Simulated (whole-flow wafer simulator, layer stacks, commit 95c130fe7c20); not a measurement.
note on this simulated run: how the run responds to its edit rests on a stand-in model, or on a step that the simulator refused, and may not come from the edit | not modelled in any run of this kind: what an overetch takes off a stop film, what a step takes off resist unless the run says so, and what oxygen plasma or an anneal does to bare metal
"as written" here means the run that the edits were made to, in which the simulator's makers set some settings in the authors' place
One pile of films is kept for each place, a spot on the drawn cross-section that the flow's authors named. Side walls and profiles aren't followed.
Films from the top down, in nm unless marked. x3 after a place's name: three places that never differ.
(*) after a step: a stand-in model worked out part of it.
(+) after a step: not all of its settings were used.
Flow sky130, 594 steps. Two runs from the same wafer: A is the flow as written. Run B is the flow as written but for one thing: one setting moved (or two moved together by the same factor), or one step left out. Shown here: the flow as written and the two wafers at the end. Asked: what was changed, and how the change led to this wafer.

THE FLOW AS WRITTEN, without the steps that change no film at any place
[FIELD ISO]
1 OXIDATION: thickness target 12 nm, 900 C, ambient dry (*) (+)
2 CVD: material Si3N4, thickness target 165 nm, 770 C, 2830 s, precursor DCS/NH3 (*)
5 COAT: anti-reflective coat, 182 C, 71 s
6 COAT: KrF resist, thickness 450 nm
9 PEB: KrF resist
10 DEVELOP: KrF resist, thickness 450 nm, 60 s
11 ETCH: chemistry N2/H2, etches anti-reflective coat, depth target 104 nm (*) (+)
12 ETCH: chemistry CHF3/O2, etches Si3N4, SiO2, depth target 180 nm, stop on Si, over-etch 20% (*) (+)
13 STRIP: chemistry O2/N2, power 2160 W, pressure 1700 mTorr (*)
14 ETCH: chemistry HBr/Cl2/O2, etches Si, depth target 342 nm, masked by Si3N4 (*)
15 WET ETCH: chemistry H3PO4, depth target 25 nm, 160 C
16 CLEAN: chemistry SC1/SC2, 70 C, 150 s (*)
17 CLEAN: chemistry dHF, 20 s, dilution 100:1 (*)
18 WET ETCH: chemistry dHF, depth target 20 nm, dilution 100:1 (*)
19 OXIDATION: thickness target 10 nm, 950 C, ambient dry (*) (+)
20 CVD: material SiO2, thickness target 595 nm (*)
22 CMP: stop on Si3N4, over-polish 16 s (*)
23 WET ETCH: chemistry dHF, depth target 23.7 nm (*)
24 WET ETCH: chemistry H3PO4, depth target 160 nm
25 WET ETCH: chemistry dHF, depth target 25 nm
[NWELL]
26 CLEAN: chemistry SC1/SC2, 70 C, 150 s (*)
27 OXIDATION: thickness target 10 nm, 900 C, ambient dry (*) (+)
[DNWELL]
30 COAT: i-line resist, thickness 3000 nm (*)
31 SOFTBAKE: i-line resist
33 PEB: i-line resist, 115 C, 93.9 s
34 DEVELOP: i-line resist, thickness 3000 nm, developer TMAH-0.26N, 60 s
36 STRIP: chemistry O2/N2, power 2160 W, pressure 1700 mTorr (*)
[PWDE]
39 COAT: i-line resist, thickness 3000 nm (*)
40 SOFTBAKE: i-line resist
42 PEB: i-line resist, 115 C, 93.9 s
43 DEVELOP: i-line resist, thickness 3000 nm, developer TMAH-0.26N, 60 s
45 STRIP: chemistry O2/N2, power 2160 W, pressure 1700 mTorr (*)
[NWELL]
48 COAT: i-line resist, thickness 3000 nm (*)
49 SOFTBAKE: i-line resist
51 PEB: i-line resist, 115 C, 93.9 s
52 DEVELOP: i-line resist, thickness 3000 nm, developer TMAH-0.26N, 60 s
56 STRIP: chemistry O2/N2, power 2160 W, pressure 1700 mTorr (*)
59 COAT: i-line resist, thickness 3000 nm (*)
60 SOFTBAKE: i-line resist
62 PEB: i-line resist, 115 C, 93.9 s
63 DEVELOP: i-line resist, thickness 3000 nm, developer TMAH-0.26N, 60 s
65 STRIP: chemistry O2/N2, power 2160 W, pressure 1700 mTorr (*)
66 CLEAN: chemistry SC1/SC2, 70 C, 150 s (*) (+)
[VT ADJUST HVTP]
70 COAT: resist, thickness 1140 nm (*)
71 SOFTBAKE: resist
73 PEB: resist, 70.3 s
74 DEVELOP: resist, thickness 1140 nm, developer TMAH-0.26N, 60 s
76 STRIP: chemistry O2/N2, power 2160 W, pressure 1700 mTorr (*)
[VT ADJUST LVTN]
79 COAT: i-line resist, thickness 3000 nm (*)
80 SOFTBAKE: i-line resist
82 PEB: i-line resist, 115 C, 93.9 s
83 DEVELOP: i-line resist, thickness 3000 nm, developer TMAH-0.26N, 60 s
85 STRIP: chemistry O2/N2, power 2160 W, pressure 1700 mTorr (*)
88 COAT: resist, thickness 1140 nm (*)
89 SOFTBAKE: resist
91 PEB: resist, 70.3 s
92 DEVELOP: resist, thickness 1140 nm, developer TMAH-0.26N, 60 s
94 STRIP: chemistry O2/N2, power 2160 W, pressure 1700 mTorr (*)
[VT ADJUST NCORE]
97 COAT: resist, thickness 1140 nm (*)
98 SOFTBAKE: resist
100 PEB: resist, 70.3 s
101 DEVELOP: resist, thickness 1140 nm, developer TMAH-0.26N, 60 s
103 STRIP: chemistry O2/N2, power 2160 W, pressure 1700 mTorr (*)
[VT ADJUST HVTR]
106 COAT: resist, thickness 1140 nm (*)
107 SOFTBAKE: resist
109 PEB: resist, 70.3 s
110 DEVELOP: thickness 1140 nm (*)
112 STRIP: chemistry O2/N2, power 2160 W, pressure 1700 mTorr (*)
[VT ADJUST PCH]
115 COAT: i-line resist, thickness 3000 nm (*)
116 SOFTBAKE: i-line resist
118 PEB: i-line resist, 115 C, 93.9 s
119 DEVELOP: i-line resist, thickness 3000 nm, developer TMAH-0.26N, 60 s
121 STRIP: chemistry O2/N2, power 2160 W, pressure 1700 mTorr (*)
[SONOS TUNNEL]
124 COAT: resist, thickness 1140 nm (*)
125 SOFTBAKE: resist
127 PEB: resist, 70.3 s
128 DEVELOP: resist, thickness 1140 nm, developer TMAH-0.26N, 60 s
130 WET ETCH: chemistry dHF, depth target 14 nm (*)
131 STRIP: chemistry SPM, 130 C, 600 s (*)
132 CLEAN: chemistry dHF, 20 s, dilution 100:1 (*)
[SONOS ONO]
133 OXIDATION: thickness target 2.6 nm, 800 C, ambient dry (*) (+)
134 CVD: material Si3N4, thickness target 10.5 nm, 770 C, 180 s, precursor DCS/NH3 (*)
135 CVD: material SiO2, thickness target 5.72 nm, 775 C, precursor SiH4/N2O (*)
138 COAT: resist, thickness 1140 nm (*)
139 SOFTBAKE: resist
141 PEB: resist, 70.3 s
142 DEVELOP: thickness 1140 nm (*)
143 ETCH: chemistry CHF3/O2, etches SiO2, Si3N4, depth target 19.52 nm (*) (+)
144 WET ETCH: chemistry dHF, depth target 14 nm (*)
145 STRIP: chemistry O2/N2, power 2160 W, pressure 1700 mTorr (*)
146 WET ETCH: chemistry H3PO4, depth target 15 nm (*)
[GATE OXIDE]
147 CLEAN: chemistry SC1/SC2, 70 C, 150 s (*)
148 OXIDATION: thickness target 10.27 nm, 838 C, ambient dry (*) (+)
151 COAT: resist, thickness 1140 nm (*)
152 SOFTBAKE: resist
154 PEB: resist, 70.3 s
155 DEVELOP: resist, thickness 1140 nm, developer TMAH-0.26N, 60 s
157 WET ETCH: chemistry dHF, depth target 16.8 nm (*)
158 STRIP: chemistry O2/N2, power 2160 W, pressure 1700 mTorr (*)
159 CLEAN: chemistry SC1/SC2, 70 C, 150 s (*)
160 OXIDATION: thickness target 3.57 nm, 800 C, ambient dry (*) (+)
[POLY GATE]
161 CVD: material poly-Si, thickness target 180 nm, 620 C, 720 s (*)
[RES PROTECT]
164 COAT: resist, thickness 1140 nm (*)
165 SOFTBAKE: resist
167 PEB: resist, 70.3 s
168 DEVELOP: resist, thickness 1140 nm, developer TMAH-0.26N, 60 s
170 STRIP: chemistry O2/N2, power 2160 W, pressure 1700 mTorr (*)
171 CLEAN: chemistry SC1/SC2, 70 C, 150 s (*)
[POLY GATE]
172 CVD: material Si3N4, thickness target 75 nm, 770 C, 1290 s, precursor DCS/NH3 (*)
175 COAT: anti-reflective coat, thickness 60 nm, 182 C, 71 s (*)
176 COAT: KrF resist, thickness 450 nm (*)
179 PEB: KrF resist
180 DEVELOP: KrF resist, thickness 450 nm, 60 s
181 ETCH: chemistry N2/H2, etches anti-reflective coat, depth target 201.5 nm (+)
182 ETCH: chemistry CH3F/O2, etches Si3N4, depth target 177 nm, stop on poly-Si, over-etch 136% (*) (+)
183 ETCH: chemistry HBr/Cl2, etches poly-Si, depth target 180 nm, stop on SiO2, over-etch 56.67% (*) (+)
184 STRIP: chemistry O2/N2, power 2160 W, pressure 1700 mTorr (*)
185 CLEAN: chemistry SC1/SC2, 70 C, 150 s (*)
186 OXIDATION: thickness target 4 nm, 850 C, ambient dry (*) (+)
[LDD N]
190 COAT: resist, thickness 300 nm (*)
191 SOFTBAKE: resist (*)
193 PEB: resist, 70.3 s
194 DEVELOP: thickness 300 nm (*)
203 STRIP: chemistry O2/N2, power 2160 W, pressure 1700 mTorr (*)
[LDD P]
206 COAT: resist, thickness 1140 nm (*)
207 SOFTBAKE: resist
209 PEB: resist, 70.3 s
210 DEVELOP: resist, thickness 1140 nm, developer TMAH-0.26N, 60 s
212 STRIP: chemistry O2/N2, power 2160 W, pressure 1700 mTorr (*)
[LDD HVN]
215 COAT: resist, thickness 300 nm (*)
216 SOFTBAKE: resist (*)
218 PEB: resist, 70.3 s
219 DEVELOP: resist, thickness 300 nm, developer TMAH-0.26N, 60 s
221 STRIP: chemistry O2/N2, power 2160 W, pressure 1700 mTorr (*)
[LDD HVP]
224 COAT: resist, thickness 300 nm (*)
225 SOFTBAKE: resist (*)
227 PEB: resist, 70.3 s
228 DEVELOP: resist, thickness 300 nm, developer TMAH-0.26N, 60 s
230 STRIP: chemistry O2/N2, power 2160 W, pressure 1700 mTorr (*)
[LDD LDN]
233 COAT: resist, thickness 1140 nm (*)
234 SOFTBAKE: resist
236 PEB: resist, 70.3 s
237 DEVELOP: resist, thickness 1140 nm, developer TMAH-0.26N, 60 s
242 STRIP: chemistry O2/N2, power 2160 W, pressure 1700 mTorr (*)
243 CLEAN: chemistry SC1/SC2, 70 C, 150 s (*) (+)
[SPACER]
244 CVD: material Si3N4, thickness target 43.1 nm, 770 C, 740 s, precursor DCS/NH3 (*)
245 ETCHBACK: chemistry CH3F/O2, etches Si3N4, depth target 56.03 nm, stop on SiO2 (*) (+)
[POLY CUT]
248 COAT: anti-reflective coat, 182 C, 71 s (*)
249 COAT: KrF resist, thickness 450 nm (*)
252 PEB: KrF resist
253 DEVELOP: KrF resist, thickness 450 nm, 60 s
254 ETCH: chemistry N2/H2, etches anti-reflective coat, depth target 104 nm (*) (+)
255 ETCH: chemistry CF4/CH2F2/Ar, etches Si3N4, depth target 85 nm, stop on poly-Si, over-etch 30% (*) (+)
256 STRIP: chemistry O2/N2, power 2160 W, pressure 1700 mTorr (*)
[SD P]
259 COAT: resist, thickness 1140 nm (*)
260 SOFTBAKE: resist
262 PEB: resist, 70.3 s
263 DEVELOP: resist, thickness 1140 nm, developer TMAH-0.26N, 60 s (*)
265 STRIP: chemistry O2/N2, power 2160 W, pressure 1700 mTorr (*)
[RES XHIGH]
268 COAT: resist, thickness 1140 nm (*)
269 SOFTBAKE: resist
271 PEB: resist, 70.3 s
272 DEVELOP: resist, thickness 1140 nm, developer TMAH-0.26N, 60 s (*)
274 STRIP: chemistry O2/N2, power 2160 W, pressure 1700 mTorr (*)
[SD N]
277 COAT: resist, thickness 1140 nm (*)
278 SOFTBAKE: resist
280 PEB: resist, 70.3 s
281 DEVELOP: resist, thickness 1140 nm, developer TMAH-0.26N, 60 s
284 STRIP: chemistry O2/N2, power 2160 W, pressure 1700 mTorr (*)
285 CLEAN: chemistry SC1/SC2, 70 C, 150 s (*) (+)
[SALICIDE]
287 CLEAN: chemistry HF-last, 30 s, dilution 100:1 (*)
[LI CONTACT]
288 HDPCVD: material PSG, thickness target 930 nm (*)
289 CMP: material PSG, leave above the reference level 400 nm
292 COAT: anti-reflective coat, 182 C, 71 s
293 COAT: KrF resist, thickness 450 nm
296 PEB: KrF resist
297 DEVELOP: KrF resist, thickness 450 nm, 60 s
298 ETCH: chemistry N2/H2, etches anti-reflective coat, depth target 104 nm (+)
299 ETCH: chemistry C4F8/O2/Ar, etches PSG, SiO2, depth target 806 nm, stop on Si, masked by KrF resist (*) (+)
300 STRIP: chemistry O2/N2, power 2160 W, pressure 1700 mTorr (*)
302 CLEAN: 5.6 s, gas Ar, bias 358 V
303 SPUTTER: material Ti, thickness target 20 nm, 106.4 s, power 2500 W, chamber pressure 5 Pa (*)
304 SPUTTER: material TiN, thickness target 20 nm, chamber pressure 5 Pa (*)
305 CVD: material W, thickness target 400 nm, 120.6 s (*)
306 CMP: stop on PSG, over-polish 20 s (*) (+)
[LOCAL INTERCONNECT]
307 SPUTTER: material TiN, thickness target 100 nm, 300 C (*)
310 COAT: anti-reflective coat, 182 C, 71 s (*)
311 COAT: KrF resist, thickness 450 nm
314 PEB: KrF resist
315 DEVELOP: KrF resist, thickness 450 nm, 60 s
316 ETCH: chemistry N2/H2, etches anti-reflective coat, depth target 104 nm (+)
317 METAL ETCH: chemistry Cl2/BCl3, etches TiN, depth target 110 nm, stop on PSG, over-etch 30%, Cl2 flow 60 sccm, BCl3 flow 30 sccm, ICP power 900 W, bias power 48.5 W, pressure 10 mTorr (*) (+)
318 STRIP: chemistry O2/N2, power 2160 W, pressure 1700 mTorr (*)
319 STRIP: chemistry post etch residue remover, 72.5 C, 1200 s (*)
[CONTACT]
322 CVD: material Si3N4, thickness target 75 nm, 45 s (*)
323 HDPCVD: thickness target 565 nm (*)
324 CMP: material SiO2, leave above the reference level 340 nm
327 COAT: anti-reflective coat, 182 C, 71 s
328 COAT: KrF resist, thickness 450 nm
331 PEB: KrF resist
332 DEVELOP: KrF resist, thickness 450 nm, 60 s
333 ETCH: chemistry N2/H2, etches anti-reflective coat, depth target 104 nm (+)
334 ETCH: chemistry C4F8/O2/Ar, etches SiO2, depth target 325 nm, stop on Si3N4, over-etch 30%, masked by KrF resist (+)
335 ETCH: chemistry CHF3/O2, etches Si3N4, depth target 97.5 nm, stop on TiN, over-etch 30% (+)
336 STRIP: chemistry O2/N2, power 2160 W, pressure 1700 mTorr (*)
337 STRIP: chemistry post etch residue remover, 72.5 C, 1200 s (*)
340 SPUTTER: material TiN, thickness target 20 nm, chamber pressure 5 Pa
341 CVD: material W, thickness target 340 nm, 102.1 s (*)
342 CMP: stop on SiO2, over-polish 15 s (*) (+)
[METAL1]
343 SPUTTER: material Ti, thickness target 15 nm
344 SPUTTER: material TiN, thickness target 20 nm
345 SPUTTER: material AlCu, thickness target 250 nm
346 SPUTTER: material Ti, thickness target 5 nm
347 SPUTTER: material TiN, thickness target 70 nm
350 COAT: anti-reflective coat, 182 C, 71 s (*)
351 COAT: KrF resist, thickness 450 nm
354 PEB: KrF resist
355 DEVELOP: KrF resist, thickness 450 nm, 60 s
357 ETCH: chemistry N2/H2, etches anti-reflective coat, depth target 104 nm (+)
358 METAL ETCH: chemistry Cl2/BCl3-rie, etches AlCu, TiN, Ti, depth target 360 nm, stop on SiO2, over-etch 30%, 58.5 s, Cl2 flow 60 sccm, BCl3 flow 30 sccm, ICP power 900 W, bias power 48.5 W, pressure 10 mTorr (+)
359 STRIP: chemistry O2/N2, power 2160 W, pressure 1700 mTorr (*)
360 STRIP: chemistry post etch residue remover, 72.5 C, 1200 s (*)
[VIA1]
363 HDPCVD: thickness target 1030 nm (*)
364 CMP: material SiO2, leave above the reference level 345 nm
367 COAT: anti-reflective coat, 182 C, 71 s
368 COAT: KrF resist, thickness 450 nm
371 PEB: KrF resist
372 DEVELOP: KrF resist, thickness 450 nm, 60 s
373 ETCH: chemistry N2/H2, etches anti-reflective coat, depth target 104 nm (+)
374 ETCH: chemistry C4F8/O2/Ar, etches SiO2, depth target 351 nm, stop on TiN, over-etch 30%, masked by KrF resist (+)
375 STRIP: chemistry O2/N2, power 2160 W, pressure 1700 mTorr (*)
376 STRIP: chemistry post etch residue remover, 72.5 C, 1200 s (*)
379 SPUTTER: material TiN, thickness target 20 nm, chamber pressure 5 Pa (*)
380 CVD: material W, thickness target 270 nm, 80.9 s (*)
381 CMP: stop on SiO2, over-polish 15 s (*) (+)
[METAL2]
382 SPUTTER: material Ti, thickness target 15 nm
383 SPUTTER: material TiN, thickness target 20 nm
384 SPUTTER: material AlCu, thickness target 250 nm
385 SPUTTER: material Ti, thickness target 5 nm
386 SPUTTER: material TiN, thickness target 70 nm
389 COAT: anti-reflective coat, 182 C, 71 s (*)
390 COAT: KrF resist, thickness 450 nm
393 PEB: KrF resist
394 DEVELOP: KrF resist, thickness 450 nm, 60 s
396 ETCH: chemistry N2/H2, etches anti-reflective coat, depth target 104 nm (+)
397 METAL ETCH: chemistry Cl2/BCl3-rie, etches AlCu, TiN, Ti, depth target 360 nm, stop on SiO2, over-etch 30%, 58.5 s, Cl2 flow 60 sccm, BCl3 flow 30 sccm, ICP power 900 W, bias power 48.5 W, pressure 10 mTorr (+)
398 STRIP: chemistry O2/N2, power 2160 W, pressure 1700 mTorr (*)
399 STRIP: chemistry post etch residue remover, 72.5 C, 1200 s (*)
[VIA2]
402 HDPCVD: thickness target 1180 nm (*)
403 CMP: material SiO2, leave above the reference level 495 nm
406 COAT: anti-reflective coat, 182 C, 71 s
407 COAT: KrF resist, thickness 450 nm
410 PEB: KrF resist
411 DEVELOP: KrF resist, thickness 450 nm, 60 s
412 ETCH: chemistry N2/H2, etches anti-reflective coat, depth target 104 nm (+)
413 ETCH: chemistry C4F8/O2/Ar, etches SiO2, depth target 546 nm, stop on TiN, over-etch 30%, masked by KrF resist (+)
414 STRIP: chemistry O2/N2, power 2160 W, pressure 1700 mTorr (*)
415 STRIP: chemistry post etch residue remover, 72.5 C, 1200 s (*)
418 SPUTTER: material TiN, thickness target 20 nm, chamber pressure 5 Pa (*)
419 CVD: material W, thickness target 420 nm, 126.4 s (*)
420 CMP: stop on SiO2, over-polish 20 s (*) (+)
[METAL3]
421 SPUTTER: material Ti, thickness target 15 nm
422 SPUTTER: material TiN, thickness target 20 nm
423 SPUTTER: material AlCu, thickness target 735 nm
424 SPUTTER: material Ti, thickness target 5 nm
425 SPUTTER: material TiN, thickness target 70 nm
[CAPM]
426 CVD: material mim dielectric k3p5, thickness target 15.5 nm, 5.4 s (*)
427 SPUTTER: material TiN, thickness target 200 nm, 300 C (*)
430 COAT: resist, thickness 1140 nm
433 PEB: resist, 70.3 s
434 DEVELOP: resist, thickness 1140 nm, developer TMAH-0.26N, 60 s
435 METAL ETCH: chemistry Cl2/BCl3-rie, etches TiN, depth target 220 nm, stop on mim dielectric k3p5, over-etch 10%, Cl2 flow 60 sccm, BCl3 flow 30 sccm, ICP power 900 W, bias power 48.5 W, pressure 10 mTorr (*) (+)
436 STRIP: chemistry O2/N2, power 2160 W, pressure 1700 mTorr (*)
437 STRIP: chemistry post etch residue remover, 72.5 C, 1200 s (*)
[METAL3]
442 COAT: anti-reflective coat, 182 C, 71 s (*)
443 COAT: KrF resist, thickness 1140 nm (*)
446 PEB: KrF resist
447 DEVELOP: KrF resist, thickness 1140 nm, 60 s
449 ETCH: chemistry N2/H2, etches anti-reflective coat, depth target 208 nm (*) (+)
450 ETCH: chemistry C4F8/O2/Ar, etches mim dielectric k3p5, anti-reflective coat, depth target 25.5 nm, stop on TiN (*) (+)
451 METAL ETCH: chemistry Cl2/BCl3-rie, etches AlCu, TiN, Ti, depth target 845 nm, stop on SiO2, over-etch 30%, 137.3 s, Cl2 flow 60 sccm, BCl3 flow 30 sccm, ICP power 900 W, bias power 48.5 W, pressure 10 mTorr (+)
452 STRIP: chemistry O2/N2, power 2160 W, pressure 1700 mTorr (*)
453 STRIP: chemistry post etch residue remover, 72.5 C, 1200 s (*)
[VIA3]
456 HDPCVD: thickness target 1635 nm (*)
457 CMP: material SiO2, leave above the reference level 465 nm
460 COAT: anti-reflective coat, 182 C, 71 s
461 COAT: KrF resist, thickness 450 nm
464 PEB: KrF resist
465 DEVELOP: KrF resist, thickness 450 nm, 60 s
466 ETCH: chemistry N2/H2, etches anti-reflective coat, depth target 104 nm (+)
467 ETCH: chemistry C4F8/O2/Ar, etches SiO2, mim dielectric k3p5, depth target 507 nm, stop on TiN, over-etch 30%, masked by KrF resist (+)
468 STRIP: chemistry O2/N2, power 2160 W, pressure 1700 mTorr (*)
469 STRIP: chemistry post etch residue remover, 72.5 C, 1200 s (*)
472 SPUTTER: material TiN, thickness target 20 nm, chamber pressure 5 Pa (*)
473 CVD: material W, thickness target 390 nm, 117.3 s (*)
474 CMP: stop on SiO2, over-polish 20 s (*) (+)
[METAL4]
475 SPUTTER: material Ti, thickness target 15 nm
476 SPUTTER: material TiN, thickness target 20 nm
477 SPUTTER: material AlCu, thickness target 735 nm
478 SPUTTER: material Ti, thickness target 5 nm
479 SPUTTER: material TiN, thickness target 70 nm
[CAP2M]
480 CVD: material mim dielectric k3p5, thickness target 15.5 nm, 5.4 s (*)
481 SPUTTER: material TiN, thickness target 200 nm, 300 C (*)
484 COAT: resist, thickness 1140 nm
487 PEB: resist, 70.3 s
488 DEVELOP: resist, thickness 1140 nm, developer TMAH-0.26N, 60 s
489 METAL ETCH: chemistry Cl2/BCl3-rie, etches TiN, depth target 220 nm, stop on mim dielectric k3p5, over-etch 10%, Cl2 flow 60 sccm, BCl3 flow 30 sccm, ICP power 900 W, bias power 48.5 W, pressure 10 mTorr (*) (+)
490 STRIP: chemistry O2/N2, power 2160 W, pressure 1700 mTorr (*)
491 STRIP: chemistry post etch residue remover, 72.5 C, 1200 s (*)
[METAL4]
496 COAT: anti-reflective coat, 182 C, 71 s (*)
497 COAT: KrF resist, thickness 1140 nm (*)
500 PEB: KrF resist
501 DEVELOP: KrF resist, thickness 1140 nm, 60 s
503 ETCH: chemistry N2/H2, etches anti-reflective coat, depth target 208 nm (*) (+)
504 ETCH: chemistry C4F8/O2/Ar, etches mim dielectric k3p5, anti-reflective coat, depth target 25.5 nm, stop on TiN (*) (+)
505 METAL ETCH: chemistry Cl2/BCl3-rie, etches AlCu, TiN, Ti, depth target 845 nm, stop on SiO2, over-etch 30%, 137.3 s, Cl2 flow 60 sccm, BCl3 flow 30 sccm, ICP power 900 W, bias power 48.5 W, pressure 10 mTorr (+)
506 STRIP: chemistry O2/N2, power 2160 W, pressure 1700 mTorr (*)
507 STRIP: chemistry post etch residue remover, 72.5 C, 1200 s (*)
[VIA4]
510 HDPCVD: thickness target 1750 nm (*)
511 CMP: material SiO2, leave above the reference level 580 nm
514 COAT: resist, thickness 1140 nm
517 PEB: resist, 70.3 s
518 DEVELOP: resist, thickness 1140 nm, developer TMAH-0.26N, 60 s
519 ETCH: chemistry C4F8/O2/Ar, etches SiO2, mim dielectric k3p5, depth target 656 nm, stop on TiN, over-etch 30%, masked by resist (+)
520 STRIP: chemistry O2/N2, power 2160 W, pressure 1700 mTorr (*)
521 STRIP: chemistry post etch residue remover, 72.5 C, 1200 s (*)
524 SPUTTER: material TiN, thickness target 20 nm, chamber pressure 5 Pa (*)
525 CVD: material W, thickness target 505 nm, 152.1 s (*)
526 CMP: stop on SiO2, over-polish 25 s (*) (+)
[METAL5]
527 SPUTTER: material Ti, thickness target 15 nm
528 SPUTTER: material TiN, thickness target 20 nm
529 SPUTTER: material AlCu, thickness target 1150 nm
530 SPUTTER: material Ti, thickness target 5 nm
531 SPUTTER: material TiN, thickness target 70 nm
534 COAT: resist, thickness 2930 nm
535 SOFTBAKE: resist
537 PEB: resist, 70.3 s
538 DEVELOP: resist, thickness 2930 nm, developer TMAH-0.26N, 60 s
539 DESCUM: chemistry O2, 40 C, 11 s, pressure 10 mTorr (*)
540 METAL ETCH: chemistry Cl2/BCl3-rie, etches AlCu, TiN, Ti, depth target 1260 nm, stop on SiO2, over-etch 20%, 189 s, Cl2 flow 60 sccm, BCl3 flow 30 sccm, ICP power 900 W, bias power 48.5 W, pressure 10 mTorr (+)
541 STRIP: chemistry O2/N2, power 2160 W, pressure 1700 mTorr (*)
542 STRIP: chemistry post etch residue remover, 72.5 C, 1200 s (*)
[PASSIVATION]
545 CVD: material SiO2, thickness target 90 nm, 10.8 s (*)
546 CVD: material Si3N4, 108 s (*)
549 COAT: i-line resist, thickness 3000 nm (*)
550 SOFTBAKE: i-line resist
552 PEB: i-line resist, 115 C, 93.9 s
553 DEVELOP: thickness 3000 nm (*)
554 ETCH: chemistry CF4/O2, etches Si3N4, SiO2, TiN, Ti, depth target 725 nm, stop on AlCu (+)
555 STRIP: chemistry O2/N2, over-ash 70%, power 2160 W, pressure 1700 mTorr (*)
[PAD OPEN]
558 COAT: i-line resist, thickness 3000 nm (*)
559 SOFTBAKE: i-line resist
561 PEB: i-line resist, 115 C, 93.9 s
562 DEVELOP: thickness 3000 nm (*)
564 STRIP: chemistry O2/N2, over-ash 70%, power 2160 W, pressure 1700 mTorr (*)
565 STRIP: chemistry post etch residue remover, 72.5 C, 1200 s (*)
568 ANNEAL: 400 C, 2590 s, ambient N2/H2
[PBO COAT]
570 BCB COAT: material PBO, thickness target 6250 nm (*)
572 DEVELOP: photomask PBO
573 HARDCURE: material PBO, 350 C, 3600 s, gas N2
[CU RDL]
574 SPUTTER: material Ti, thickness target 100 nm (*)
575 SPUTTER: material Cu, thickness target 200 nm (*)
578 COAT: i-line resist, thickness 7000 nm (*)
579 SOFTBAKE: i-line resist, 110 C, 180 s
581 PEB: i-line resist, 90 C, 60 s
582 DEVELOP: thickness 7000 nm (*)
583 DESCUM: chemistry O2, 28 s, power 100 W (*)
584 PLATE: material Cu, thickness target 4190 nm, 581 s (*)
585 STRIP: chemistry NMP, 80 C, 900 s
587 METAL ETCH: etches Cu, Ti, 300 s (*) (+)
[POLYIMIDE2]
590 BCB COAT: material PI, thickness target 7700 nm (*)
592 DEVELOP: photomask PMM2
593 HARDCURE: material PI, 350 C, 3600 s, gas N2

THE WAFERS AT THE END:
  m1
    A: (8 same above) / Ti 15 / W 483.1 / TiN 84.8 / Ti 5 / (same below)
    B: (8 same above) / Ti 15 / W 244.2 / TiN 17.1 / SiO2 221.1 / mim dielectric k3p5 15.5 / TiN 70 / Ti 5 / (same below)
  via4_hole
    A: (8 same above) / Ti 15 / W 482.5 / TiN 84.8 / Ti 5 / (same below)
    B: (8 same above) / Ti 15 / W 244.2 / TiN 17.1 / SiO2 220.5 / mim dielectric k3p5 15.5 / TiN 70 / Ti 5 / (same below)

The cause: step 519, ETCH: depth target 269 nm was run, where the flow has depth target 656 nm.

How the change led to this, step by step:
  519 ETCH: chemistry C4F8/O2/Ar, etches SiO2, mim dielectric k3p5, depth target 656 nm, stop on TiN, over-etch 30%, masked by resist (+)
      m1: A SiO2 -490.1 (all of it), mim dielectric k3p5 -15.5 (all of it) | B SiO2 -269
      via4_hole: A SiO2 -489.5 (all of it), mim dielectric k3p5 -15.5 (all of it) | B SiO2 -269
      (and at 191 more places)
  520 STRIP: chemistry O2/N2, power 2160 W, pressure 1700 mTorr (*)
      field, active, n_well and 188 more: A resist -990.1 (all of it) | B resist -1067.5 (all of it)
  524 SPUTTER: material TiN, thickness target 20 nm, chamber pressure 5 Pa (*)
      m1, via4_hole: A TiN +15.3 | B TiN +17.1 (new film)
  525 CVD: material W, thickness target 505 nm, 152.1 s (*)
      m1: A W +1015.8 (new film) | B W +580.2 (new film)
      via4_hole: A W +1015.2 (new film) | B W +581.9 (new film)
  526 CMP: stop on SiO2, over-polish 25 s (*) (+)
      m1: A W -532.7 | B W -335.9
      via4_hole: A W -532.7 | B W -337.7
Counting metal films that touch as one body, m1 has 3 bodies (between them, from the top down: SiO2 221.1 / mim dielectric k3p5 15.5; SiO2 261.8 / Si3N4 75); the flow as written gives 2 bodies (between them, from the top down: SiO2 261.8 / Si3N4 75).
Counting metal films that touch as one body, via4_hole has 2 bodies (between them, from the top down: SiO2 220.5 / mim dielectric k3p5 15.5); the flow as written gives 1 body.
